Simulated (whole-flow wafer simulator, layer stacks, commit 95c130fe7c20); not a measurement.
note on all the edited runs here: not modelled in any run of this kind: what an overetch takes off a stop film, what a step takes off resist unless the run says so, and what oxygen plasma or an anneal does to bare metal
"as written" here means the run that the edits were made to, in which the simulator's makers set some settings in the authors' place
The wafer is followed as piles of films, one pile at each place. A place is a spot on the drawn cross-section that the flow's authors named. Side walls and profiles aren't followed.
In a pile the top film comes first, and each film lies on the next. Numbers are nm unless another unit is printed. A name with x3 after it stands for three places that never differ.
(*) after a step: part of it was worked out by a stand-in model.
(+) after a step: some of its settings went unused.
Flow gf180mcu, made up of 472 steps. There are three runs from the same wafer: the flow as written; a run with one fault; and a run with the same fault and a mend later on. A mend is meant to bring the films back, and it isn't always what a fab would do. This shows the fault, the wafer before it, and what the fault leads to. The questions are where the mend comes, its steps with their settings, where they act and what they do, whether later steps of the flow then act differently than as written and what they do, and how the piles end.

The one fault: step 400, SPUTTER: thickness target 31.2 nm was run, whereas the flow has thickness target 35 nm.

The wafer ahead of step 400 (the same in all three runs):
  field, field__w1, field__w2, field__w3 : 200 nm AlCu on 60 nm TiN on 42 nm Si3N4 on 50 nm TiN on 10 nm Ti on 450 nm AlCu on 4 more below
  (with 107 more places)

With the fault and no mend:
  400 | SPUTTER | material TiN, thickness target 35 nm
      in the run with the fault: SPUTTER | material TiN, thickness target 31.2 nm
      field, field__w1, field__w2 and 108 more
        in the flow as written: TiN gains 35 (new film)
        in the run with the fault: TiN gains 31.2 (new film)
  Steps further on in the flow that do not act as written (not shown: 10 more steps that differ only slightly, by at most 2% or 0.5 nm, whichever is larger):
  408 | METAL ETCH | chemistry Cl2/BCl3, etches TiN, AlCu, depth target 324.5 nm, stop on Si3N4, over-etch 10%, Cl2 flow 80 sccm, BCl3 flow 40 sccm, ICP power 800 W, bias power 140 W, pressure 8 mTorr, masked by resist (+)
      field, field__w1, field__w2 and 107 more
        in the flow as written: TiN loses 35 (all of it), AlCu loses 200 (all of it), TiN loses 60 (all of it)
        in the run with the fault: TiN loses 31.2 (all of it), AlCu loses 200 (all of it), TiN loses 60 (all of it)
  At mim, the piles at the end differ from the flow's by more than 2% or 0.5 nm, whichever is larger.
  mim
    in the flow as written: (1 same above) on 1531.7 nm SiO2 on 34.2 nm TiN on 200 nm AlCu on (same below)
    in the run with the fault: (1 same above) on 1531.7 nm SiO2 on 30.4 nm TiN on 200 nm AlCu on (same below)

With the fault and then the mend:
  After step 407 comes the mend.
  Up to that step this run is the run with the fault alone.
  407a | STRIP | chemistry O2/N2, power 2160 W, pressure 1700 mTorr (*)
      mim
        resist loses 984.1 (all of it)
  407b | SPUTTER | material TiN, thickness target 3.8 nm (the flow's step 400 again, with other settings)
      field, field__w1, field__w2 and 108 more
        TiN gains 3.8
  407c | HMDS | 120 C, 60 s (the flow's step 402 again)
      alters no film at any place that is followed
  407d | COAT | resist, thickness 1000 nm (the flow's step 403 again)
      field, field__w1, field__w2 and 108 more
        resist gains 1000 (new film)
  407e | SOFTBAKE | resist (the flow's step 404 again)
      alters no film at any place that is followed
  407f | EXPOSE | photomask FuseTop (the flow's step 405 again)
      alters no film at any place that is followed
  407g | PEB | resist, 70.3 s (the flow's step 406 again)
      field, field__w1, field__w2 and 108 more
        resist loses 15.9
  407h | DEVELOP | thickness 1000 nm, 60 s (the flow's step 407 again)
      field, field__w1, field__w2 and 107 more
        resist loses 984.1 (all of it)
  Later steps of the flow that are run all act as written at every place that is followed.
  By the end, the piles equal the flow's at every place that both follow.
